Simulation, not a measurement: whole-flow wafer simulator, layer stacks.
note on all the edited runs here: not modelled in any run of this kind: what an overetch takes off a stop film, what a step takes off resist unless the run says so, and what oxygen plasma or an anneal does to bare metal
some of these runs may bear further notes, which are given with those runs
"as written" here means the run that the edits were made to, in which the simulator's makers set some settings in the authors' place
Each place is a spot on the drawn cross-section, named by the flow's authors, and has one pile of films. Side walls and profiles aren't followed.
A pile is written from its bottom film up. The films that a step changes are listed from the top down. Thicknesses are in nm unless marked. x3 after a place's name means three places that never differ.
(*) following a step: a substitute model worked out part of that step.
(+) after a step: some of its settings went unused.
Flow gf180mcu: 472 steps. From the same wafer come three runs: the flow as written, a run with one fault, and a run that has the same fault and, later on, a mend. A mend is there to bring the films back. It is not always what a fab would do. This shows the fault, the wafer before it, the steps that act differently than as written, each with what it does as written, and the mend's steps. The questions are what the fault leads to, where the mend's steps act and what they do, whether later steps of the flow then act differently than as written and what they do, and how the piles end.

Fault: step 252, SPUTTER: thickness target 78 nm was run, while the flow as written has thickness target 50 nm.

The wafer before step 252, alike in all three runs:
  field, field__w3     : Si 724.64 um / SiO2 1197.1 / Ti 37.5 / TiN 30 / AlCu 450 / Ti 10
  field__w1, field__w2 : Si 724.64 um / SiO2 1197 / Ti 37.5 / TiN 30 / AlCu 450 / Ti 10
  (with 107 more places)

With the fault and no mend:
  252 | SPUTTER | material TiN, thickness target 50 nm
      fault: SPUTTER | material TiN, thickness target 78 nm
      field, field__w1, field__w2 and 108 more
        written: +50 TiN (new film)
        fault: +78 TiN (new film)
  Later steps of the flow acting differently than as written (3 more steps, not shown, differ only slightly: by at most 2% or 0.5 nm, whichever is larger):
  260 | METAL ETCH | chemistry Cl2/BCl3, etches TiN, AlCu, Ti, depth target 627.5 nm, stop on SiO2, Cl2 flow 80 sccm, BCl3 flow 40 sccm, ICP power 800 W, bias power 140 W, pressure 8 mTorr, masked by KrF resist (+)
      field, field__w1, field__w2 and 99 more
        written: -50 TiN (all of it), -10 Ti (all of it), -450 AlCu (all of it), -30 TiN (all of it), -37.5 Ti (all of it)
        fault: -78 TiN (all of it), -10 Ti (all of it), -450 AlCu (all of it), -30 TiN (all of it), -37.5 Ti (all of it)
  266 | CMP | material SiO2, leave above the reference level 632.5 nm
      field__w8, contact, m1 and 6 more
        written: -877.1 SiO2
        fault: -905.1 SiO2
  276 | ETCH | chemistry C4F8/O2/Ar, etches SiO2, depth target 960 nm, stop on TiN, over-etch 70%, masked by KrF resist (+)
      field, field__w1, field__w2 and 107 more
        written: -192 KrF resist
        fault: -185.1 KrF resist
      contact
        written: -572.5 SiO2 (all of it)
        fault: -544.5 SiO2 (all of it)
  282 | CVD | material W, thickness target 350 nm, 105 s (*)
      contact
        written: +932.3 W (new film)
        fault: +904 W (new film)
  At field__w8, contact, m1 and 6 more, the piles at the end differ from the flow's by more than 2% or 0.5 nm, whichever is larger.
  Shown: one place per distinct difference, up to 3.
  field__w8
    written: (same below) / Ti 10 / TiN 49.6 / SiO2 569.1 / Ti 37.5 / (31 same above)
    fault: (same below) / Ti 10 / TiN 77.6 / SiO2 541.1 / Ti 37.5 / (31 same above)
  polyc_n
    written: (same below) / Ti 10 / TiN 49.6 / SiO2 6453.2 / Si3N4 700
    fault: (same below) / Ti 10 / TiN 77.6 / SiO2 6425.2 / Si3N4 700
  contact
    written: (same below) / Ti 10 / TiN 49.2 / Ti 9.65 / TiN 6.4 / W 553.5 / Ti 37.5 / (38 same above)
    fault: (same below) / Ti 10 / TiN 77.2 / Ti 9.81 / TiN 6.51 / W 525.2 / Ti 37.5 / (38 same above)

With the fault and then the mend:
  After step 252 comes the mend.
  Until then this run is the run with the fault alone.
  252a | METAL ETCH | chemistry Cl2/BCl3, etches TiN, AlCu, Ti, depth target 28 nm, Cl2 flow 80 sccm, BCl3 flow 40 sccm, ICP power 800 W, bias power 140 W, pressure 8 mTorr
      field, field__w1, field__w2 and 108 more
        -28 TiN
  None of the later steps of the flow acts differently than as written at any place that is followed.
  At every place that both follow, the piles at the end match the flow's.
